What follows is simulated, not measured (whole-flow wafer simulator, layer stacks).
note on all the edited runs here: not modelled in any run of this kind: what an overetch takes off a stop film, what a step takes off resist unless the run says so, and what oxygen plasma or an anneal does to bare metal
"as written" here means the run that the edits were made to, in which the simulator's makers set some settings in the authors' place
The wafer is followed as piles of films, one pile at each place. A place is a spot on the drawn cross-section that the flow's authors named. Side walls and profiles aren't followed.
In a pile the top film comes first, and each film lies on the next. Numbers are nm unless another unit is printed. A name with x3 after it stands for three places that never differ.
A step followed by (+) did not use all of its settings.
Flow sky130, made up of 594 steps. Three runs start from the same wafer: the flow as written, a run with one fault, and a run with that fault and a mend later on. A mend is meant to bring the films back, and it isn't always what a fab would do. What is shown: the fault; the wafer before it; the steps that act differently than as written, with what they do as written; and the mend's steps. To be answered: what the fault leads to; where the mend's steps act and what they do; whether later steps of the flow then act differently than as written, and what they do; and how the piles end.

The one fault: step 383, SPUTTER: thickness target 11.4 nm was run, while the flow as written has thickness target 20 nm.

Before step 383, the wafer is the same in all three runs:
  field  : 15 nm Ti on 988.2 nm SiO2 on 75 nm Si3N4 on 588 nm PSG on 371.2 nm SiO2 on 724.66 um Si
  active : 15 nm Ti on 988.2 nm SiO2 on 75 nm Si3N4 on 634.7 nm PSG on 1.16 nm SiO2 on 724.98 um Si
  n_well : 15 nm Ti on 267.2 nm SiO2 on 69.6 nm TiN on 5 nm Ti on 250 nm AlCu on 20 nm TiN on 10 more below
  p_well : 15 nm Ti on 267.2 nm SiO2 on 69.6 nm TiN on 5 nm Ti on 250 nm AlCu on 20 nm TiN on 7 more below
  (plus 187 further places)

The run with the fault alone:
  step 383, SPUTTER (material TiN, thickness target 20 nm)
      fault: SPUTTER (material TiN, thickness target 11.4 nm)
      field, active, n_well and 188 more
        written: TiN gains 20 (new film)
        fault: TiN gains 11.4 (new film)
  Steps further on in the flow that do not act as written (13 other steps are not shown; they differ only slightly, by no more than 2% or 0.5 nm, whichever is larger):
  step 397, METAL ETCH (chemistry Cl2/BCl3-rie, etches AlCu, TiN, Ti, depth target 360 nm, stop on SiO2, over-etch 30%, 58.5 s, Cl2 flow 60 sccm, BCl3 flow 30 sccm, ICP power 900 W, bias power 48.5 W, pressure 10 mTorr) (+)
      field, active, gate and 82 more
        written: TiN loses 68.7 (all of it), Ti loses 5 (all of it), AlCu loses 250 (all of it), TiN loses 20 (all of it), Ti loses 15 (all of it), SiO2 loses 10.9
        fault: TiN loses 68.7 (all of it), Ti loses 5 (all of it), AlCu loses 250 (all of it), TiN loses 11.4 (all of it), Ti loses 15 (all of it), SiO2 loses 11.8
  At n_well, p_well, gate_hv and 103 more, the piles at the end differ from the flow's by more than 2% or 0.5 nm, whichever is larger.
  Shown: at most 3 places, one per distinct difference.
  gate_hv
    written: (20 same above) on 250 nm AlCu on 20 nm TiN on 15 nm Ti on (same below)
    fault: (20 same above) on 250 nm AlCu on 11.4 nm TiN on 15 nm Ti on (same below)
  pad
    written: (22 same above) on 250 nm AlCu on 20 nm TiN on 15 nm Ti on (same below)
    fault: (22 same above) on 250 nm AlCu on 11.4 nm TiN on 15 nm Ti on (same below)
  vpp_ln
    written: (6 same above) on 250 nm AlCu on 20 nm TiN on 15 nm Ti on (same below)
    fault: (6 same above) on 250 nm AlCu on 11.4 nm TiN on 15 nm Ti on (same below)

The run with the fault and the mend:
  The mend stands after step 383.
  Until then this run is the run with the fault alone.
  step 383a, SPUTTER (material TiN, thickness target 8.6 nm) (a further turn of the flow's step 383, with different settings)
      field, active, n_well and 188 more
        TiN gains 8.6
  None of the later steps of the flow acts differently than as written at any place that is followed.
  By the end, the piles equal the flow's at every place that both follow.
